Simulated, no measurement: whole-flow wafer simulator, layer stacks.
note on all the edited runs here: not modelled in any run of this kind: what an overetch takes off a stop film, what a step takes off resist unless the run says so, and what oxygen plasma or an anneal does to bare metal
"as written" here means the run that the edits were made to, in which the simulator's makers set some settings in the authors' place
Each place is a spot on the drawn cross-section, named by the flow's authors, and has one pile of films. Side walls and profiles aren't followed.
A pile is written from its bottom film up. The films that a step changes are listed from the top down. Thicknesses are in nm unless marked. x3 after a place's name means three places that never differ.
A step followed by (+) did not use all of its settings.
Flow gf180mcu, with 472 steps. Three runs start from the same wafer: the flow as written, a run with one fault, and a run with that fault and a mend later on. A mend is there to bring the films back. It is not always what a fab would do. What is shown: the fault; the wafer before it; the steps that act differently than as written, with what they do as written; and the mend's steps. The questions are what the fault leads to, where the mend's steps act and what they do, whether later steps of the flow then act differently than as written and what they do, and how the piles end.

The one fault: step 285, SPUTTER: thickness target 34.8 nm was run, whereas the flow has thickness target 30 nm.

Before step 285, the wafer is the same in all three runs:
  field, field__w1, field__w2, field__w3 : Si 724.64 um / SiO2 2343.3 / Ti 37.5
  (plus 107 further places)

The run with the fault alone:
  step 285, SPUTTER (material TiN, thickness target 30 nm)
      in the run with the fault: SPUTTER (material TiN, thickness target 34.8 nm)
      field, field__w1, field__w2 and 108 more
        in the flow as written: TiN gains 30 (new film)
        in the run with the fault: TiN gains 34.8 (new film)
  Steps further on in the flow that do not act as written (not shown: 1 more step that differs only slightly, by at most 2% or 0.5 nm, whichever is larger):
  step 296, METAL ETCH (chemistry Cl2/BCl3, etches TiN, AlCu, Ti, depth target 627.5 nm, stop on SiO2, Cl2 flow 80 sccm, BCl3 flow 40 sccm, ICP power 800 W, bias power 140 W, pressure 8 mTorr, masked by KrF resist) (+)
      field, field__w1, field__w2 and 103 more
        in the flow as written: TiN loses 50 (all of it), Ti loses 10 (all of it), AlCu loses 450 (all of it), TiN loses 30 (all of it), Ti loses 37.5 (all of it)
        in the run with the fault: TiN loses 50 (all of it), Ti loses 10 (all of it), AlCu loses 450 (all of it), TiN loses 34.8 (all of it), Ti loses 37.5 (all of it)
  By the end, the piles at field__w8, contact, m1, m1__w1, m1_nw depart from the flow's by more than 2% or 0.5 nm, whichever is larger.
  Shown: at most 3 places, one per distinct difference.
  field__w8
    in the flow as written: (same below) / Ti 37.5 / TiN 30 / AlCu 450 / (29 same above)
    in the run with the fault: (same below) / Ti 37.5 / TiN 34.8 / AlCu 450 / (29 same above)
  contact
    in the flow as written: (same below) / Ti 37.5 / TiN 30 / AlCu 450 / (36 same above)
    in the run with the fault: (same below) / Ti 37.5 / TiN 34.8 / AlCu 450 / (36 same above)

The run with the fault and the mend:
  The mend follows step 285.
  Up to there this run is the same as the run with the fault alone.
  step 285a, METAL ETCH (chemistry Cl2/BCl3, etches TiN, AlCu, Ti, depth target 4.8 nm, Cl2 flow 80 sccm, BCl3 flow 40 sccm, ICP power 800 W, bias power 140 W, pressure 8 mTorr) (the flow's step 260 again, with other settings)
      field, field__w1, field__w2 and 108 more
        TiN loses 4.8
  Later steps of the flow that are run all act as written at every place that is followed.
  By the end, the piles equal the flow's at every place that both follow.
